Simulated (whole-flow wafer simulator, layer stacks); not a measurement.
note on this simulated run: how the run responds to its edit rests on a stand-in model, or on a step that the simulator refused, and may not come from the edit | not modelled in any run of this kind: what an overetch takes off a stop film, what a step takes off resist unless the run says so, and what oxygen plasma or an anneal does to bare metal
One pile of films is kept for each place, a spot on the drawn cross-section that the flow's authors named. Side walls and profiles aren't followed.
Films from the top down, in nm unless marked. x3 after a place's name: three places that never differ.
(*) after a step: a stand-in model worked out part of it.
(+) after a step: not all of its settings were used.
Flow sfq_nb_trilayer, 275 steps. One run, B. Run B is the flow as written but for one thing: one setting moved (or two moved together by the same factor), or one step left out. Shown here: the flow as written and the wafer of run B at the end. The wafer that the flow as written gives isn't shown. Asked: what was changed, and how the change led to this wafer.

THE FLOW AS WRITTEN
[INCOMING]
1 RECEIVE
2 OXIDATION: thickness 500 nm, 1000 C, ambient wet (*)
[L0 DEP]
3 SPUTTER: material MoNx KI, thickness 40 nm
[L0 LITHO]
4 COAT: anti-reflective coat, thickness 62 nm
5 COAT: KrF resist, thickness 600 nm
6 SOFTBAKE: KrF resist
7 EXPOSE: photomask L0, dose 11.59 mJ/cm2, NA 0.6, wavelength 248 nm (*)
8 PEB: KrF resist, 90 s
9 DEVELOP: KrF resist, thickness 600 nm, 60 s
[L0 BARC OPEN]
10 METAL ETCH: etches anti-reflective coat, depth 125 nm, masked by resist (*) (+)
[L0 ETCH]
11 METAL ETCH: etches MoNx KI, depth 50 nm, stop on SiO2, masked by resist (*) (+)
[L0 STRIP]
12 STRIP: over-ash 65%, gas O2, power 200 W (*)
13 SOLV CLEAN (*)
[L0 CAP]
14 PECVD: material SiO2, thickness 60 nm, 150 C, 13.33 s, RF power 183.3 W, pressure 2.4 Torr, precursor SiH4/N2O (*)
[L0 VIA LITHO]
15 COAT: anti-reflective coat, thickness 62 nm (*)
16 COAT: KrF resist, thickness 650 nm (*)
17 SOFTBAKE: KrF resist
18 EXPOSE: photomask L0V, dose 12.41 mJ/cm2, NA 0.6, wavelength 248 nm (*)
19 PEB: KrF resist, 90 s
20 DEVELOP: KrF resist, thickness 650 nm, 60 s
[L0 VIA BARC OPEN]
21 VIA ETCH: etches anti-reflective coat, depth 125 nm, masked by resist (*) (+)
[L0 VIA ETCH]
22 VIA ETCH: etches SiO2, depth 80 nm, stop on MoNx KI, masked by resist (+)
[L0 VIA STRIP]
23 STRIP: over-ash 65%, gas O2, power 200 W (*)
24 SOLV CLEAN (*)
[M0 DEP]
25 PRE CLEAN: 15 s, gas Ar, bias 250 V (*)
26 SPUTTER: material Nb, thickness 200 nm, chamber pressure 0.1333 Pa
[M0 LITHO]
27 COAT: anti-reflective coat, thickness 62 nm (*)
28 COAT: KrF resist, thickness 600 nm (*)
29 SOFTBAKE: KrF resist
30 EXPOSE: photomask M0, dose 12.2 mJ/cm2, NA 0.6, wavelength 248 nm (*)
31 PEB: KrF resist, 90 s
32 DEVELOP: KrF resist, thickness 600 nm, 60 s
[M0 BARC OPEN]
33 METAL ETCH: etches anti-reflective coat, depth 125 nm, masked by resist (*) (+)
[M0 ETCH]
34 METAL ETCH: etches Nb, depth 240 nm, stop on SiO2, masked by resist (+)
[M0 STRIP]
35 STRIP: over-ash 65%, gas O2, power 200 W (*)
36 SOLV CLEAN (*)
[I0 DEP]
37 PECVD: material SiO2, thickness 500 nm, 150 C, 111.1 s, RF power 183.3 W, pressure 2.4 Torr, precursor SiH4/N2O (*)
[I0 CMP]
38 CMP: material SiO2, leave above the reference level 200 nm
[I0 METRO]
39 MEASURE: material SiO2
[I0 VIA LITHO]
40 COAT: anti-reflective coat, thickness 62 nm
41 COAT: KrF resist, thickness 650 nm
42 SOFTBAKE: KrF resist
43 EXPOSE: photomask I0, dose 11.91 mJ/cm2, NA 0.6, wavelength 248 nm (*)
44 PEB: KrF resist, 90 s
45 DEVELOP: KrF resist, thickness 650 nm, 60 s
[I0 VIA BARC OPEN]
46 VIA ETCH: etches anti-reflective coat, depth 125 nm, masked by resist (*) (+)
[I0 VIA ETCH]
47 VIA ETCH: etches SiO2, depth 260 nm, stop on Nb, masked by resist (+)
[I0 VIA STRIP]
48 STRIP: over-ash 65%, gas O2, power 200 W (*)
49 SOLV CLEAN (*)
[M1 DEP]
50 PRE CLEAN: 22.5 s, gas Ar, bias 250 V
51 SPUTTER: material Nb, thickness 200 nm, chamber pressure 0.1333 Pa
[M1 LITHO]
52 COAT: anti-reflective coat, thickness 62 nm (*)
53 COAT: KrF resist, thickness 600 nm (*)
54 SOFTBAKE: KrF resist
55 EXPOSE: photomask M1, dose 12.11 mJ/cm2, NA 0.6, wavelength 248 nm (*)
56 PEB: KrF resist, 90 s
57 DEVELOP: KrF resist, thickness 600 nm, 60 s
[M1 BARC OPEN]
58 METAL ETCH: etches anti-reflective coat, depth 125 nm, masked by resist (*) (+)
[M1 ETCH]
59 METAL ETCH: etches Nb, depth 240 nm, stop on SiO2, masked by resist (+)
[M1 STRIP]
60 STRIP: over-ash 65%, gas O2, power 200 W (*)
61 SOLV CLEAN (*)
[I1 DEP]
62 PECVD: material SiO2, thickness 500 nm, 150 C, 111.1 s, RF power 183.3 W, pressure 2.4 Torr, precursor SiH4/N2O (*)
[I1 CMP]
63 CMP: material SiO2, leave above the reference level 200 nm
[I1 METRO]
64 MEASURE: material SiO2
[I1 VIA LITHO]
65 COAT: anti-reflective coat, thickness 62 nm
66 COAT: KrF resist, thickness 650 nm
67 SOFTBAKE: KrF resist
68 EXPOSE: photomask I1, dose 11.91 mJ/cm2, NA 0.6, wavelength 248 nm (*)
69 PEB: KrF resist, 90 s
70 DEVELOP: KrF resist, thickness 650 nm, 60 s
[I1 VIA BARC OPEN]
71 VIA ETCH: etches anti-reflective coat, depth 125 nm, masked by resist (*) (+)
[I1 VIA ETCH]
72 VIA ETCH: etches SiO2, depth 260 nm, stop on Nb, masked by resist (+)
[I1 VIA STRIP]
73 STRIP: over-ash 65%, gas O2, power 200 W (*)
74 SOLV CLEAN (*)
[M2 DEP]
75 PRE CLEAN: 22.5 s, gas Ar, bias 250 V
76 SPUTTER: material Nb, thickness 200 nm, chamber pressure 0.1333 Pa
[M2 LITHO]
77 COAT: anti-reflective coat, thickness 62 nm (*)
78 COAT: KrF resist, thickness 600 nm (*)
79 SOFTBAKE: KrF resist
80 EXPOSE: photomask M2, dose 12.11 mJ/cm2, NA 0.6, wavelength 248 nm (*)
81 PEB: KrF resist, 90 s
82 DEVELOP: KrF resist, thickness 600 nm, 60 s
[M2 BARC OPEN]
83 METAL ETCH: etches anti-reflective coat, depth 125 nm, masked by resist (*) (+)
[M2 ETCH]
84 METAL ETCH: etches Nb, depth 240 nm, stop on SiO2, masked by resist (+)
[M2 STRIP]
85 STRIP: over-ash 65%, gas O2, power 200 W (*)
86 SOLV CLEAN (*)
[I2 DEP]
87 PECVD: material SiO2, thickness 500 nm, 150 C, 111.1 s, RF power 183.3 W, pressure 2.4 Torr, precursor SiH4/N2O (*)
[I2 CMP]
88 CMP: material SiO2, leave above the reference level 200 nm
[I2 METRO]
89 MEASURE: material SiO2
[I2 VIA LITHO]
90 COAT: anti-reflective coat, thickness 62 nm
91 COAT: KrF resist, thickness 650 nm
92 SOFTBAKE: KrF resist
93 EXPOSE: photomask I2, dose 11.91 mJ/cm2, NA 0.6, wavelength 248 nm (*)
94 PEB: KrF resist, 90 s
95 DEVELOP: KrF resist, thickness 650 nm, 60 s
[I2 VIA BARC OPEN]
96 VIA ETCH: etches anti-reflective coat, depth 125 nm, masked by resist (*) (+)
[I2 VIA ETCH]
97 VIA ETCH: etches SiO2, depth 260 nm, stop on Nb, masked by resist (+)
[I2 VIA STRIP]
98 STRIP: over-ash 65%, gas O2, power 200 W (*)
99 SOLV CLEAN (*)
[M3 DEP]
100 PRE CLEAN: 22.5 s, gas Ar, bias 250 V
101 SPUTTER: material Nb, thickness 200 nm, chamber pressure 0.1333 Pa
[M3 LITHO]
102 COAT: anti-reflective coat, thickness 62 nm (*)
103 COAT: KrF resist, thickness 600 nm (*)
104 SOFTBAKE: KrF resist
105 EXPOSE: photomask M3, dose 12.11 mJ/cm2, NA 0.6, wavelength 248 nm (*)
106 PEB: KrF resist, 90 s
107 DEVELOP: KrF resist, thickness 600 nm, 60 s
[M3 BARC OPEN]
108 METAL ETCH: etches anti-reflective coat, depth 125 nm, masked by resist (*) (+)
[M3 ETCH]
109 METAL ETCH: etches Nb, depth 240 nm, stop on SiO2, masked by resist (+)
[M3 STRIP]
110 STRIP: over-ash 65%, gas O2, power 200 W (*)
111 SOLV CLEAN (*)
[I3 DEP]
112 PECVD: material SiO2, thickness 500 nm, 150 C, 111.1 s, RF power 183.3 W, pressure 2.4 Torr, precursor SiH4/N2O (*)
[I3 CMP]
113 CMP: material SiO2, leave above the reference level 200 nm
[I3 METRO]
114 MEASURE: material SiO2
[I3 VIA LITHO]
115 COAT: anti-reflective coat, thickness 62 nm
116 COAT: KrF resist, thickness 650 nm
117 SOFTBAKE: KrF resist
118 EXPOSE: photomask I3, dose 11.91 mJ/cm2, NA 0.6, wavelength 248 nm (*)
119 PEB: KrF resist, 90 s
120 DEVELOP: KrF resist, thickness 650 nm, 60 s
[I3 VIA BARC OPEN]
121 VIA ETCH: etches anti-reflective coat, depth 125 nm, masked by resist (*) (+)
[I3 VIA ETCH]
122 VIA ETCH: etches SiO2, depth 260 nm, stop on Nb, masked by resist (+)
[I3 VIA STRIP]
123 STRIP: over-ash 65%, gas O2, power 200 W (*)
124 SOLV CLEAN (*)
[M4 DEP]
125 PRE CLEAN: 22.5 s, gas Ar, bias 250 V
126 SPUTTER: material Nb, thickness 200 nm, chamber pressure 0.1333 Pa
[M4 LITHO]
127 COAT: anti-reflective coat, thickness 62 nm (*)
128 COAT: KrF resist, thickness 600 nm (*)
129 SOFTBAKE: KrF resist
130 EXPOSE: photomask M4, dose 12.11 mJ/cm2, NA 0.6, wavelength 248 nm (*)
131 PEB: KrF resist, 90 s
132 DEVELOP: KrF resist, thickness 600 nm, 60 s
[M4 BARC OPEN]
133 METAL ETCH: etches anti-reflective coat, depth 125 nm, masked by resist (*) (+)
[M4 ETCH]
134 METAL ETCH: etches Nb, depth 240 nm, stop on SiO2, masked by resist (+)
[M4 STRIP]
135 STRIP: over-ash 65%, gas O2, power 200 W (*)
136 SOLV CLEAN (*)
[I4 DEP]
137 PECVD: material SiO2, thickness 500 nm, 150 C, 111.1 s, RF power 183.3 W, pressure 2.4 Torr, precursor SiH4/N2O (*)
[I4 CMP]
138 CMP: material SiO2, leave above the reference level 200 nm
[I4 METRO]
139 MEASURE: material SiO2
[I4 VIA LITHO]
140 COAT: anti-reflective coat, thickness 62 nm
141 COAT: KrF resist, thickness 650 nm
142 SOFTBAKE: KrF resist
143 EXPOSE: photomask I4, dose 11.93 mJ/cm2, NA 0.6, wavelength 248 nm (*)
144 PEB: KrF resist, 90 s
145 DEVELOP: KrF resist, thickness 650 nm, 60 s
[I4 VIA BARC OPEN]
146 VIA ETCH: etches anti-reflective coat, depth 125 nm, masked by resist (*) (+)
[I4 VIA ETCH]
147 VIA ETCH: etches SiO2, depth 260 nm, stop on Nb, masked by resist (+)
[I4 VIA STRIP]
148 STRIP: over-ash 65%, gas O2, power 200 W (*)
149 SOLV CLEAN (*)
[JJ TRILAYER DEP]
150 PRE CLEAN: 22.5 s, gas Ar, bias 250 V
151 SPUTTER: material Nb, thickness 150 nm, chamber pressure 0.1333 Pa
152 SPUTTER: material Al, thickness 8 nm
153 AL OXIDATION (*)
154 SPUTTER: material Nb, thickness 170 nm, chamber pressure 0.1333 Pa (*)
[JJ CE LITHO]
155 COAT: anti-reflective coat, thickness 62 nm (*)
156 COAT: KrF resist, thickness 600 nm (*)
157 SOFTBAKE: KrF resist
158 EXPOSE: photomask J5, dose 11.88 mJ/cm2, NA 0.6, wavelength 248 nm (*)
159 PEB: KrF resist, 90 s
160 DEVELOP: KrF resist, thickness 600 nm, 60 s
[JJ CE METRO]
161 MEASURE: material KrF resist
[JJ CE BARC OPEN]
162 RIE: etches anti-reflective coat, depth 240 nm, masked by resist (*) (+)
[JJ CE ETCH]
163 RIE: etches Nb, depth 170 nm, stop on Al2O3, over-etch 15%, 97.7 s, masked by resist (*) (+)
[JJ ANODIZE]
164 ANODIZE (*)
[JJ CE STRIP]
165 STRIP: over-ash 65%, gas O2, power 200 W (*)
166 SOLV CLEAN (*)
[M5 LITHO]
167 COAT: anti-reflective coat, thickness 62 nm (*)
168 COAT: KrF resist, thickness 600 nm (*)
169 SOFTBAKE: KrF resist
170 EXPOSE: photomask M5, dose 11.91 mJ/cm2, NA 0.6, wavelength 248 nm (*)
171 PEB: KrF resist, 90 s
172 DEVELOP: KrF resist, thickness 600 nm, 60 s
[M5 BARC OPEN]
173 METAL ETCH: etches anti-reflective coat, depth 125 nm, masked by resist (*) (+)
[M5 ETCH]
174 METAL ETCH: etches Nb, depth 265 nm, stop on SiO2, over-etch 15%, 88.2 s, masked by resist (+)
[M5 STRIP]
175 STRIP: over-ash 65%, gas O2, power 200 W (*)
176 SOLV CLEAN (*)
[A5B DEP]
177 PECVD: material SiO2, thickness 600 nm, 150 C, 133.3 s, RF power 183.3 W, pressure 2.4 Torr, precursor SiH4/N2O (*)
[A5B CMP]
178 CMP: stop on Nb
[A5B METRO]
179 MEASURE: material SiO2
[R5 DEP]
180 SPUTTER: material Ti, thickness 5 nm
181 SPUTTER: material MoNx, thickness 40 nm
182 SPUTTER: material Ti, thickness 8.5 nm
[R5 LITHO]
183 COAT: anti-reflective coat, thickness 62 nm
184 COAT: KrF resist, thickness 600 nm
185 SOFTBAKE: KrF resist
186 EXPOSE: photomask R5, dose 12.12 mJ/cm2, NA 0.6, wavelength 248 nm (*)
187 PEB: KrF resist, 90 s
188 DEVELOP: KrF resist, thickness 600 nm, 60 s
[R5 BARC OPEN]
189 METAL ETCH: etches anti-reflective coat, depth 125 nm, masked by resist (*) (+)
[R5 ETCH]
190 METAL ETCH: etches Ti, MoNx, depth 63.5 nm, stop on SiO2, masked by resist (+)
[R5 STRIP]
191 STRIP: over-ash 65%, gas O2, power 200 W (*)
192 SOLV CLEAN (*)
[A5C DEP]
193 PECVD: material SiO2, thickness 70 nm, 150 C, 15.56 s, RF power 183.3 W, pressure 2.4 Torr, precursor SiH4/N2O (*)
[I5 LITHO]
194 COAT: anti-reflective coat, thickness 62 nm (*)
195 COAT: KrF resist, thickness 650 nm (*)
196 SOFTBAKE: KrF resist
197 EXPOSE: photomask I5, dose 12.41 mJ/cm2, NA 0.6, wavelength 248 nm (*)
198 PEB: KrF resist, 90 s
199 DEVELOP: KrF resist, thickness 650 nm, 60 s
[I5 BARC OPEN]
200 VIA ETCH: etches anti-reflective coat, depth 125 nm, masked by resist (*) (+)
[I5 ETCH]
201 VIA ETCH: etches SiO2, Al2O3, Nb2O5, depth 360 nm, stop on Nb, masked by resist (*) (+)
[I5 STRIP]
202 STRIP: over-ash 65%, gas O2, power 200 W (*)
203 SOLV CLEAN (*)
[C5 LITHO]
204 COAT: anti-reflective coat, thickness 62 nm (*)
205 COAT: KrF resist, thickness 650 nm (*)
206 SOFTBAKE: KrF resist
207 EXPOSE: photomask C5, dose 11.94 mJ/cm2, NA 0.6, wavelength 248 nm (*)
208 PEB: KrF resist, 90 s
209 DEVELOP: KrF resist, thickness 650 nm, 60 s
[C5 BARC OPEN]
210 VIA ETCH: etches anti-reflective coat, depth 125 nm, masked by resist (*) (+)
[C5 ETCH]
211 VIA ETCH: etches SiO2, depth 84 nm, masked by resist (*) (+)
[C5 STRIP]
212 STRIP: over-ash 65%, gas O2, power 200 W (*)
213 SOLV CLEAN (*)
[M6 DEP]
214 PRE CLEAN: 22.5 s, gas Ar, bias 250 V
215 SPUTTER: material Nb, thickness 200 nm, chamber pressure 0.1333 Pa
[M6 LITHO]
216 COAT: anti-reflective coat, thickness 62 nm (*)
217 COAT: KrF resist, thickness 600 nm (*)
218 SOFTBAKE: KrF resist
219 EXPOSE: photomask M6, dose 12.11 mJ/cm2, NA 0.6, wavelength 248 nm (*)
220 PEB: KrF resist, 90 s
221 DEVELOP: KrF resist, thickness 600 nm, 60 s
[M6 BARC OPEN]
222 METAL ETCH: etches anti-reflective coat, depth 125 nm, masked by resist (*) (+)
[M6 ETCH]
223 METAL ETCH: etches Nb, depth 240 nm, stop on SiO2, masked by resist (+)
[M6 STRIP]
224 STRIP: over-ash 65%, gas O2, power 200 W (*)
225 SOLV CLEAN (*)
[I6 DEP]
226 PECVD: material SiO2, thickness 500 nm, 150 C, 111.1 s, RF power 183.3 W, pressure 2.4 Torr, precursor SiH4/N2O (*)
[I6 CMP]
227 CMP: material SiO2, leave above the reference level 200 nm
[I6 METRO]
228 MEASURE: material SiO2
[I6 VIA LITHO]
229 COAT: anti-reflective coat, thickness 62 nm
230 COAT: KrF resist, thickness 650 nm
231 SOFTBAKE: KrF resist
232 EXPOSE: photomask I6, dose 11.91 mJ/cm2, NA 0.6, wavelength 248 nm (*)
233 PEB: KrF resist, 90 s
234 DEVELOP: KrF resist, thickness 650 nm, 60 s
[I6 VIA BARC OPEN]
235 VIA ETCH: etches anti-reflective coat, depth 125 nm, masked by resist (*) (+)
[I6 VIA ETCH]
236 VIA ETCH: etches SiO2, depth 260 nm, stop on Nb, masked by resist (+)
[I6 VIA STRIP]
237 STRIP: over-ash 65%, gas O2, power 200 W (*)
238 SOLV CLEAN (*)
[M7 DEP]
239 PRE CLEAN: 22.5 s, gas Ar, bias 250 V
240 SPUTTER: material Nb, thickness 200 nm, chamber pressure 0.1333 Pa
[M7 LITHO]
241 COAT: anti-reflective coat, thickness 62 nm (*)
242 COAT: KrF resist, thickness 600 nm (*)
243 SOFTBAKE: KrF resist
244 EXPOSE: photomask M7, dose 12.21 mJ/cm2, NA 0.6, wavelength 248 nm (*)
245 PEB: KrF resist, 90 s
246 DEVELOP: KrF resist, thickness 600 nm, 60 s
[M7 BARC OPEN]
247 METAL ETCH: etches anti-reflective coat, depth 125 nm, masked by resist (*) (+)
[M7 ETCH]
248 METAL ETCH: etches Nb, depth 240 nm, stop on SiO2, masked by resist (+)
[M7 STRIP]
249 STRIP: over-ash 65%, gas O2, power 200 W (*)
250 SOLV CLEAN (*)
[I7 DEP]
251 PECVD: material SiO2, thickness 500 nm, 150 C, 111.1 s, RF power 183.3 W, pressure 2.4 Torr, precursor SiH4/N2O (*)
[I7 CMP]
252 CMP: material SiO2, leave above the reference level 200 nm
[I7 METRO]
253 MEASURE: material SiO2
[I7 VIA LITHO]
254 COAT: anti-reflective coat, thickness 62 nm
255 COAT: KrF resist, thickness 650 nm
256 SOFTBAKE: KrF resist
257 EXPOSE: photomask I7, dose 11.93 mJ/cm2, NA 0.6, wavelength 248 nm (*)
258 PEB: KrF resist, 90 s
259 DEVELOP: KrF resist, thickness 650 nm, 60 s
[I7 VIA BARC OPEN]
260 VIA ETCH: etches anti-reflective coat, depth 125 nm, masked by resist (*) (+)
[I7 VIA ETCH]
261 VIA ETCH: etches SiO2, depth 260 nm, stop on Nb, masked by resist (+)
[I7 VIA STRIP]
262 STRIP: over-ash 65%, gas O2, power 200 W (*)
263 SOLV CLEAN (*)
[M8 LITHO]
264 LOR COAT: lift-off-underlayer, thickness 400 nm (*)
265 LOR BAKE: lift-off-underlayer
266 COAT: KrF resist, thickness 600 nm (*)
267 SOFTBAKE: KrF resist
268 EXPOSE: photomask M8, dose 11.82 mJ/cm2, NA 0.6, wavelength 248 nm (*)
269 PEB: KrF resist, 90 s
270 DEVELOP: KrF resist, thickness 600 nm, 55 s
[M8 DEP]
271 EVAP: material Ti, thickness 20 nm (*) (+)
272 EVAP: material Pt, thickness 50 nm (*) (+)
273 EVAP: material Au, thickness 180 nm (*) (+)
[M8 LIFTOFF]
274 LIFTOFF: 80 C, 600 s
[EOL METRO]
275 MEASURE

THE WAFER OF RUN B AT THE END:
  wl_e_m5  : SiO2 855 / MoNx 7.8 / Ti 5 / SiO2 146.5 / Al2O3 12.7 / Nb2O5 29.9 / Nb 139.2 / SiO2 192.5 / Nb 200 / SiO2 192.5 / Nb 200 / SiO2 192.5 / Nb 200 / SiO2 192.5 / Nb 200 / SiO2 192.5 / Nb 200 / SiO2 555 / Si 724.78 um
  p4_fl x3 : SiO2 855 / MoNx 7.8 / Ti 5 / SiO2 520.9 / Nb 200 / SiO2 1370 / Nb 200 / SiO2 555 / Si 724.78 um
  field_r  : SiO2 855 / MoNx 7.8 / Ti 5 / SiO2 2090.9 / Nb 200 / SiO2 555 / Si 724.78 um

The cause: step 181, SPUTTER: thickness 62.8 nm was run, where the flow has thickness 40 nm.

How the change led to this, step by step:
  181 SPUTTER: material MoNx, thickness 40 nm
      field_l, v_sur, via_wl and 103 more: MoNx +62.8 (new film) (as written it would be: MoNx +40 (new film))
  190 METAL ETCH: etches Ti, MoNx, depth 63.5 nm, stop on SiO2, masked by resist (+)
      field_l, v_sur, via_wl and 92 more: Ti -8.5 (all of it), MoNx -55 (as written it would be: Ti -8.5 (all of it), MoNx -40 (all of it), Ti -5 (all of it))
      ce_l, c5j, ce_r, wl_jj: Ti -8.5 (all of it), MoNx -55 (as written it would be: Ti -8.5 (all of it), MoNx -40 (all of it), Ti -5 (all of it), Nb -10)
  193 PECVD: material SiO2, thickness 70 nm, 150 C, 15.56 s, RF power 183.3 W, pressure 2.4 Torr, precursor SiH4/N2O (*)
      field_l, v_sur, via_wl and 92 more: SiO2 +70 (new film) (as written it would be: SiO2 +70)
  194 COAT: anti-reflective coat, thickness 62 nm (*)
      wl_j_sl, wl_j_sr: anti-reflective coat +62 (new film) (as written it would be: anti-reflective coat +60.2 (new film))
      r5r_spacepad_l, r5r_spacepad_r: anti-reflective coat +88.7 (new film) (as written it would be: anti-reflective coat +84.4 (new film))
      (and at 12 more places)
  201 VIA ETCH: etches SiO2, Al2O3, Nb2O5, depth 360 nm, stop on Nb, masked by resist (*) (+)
      be: SiO2 -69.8 (all of it), MoNx -7.8 (all of it), Ti -5 (all of it), SiO2 -146.5 (all of it), Al2O3 -12.7 (all of it), Nb2O5 -29.9 (all of it) (as written it would be: SiO2 -216.4 (all of it), Al2O3 -12.7 (all of it), Nb2O5 -29.9 (all of it))
  202 STRIP: over-ash 65%, gas O2, power 200 W (*)
      wl_j_sl, wl_j_sr: KrF resist -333 (all of it), anti-reflective coat -62 (all of it) (as written it would be: KrF resist -333.3 (all of it), anti-reflective coat -60.2 (all of it))
      r5r_spacepad_l, r5r_spacepad_r: KrF resist -336 (all of it), anti-reflective coat -88.7 (all of it) (as written it would be: KrF resist -335.6 (all of it), anti-reflective coat -84.4 (all of it))
      (and at 12 more places)
  204 COAT: anti-reflective coat, thickness 62 nm (*)
      wl_j_sl, wl_j_sr: anti-reflective coat +62 (new film) (as written it would be: anti-reflective coat +60.2 (new film))
      r5r_spacepad_l, r5r_spacepad_r: anti-reflective coat +88.7 (new film) (as written it would be: anti-reflective coat +84.4 (new film))
      (and at 12 more places)
  210 VIA ETCH: etches anti-reflective coat, depth 125 nm, masked by resist (*) (+)
      c5j: anti-reflective coat -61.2 (all of it), SiO2 -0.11 (as written it would be: anti-reflective coat -63.9 (all of it), SiO2 -0.11)
  211 VIA ETCH: etches SiO2, depth 84 nm, masked by resist (*) (+)
      c5j: SiO2 -69.9 (all of it) (as written it would be: SiO2 -69.9 (all of it), Nb -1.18)
  212 STRIP: over-ash 65%, gas O2, power 200 W (*)
      wl_j_sl, wl_j_sr: KrF resist -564 (all of it), anti-reflective coat -62 (all of it) (as written it would be: KrF resist -563.4 (all of it), anti-reflective coat -60.2 (all of it))
      r5r_spacepad_l, r5r_spacepad_r: KrF resist -566.9 (all of it), anti-reflective coat -88.7 (all of it) (as written it would be: KrF resist -565.8 (all of it), anti-reflective coat -84.4 (all of it))
      (and at 11 more places)
  214 PRE CLEAN: 22.5 s, gas Ar, bias 250 V
      c5j: MoNx -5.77 (as written it would be: Nb -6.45)
  215 SPUTTER: material Nb, thickness 200 nm, chamber pressure 0.1333 Pa
      c5j: Nb +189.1 (new film) (as written it would be: Nb +188.4)
  216 COAT: anti-reflective coat, thickness 62 nm (*)
      r5r_line_l, r5r_line_c, r5r_line_r: anti-reflective coat +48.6 (new film) (as written it would be: anti-reflective coat +50 (new film))
      wl_j_sl, wl_j_sr: anti-reflective coat +62 (new film) (as written it would be: anti-reflective coat +60.2 (new film))
      (and at 13 more places)
  222 METAL ETCH: etches anti-reflective coat, depth 125 nm, masked by resist (*) (+)
      r5r_line_l, r5r_line_c, r5r_line_r: anti-reflective coat -48.6 (all of it) (as written it would be: anti-reflective coat -50 (all of it))
      r5r_spacepad_l, r5r_spacepad_r: anti-reflective coat -90.7 (all of it) (as written it would be: anti-reflective coat -85.7 (all of it))
      (and at 1 more place)
  224 STRIP: over-ash 65%, gas O2, power 200 W (*)
      wl_j_sl, wl_j_sr: KrF resist -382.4 (all of it), anti-reflective coat -62 (all of it) (as written it would be: KrF resist -382.5 (all of it), anti-reflective coat -60.2 (all of it))
      be_sur: KrF resist -371.4 (all of it), anti-reflective coat -42.8 (all of it) (as written it would be: KrF resist -371.2 (all of it), anti-reflective coat -43.8 (all of it))
      (and at 9 more places)
  226 PECVD: material SiO2, thickness 500 nm, 150 C, 111.1 s, RF power 183.3 W, pressure 2.4 Torr, precursor SiH4/N2O (*)
      be: SiO2 +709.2 (new film) (as written it would be: SiO2 +693.5 (new film))
  227 CMP: material SiO2, leave above the reference level 200 nm
      r5r_line_l, r5r_spacepad_l, r5r_spacepad_r, r5r_line_c, r5r_line_r: SiO2 -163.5 (as written it would be: SiO2 -153.5)
      ce_l, ce_r, wl_jj: SiO2 -300 (as written it would be: SiO2 -290)
      (and at 5 more places)
Counting metal films that touch as one body, wl_e_m5 has 7 bodies (between them, from the top down: SiO2 146.5 / Al2O3 12.7 / Nb2O5 29.9; SiO2 192.5; SiO2 192.5; SiO2 192.5; SiO2 192.5; SiO2 192.5); the flow as written gives 6 bodies (between them, from the top down: SiO2 192.5; SiO2 192.5; SiO2 192.5; SiO2 192.5; SiO2 192.5).
Counting metal films that touch as one body, p4_fl x3 has 3 bodies (between them, from the top down: SiO2 520.9; SiO2 1370); the flow as written gives 2 bodies (between them, from the top down: SiO2 1370).
Counting metal films that touch as one body, field_r has 2 bodies (between them, from the top down: SiO2 2090.9); the flow as written gives 1 body.
